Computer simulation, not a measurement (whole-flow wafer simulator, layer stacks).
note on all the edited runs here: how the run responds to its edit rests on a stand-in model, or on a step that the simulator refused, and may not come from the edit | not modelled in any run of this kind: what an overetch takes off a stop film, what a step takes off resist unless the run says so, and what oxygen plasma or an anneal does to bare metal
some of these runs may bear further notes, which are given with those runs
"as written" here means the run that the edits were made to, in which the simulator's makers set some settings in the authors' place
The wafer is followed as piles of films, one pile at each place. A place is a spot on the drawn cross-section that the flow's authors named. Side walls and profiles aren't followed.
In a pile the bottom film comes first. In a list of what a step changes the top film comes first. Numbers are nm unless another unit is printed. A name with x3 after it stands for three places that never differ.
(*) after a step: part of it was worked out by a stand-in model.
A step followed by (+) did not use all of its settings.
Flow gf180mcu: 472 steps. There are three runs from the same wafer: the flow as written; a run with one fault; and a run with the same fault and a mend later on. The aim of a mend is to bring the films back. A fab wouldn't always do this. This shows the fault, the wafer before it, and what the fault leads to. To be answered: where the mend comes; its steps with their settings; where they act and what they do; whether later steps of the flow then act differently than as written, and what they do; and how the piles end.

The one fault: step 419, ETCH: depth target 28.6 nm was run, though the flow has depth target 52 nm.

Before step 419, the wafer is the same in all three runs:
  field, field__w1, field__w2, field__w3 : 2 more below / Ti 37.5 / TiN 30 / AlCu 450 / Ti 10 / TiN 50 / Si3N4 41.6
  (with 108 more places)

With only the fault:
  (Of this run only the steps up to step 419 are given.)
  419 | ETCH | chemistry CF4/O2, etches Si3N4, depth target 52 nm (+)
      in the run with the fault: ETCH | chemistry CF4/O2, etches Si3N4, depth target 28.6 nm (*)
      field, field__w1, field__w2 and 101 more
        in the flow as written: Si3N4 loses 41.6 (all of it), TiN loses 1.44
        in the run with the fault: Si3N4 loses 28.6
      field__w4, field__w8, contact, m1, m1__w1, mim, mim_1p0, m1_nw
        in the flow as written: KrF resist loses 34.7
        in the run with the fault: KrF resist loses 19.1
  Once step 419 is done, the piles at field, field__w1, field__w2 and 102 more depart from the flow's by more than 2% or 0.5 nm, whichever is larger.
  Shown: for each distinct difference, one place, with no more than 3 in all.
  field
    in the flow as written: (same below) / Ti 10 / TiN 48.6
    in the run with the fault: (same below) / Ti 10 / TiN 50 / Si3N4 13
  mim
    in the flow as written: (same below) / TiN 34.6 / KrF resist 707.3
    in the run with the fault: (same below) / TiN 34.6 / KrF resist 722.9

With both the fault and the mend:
  After step 419 comes the mend.
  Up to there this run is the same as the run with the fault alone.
  419a | ETCH | chemistry CF4/O2, etches Si3N4, depth target 23.4 nm (*) (+) (a further turn of the flow's step 419, with different settings)
      field, field__w1, field__w2 and 101 more
        Si3N4 loses 13 (all of it), TiN loses 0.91
      field__w4, field__w8, contact, m1, m1__w1, mim, mim_1p0, m1_nw
        KrF resist loses 13
  Every later step of the flow that is run acts as written, at every place that is followed, to within 2% or 0.5 nm, whichever is larger.
  The piles end the same as the flow's at every place that both follow.
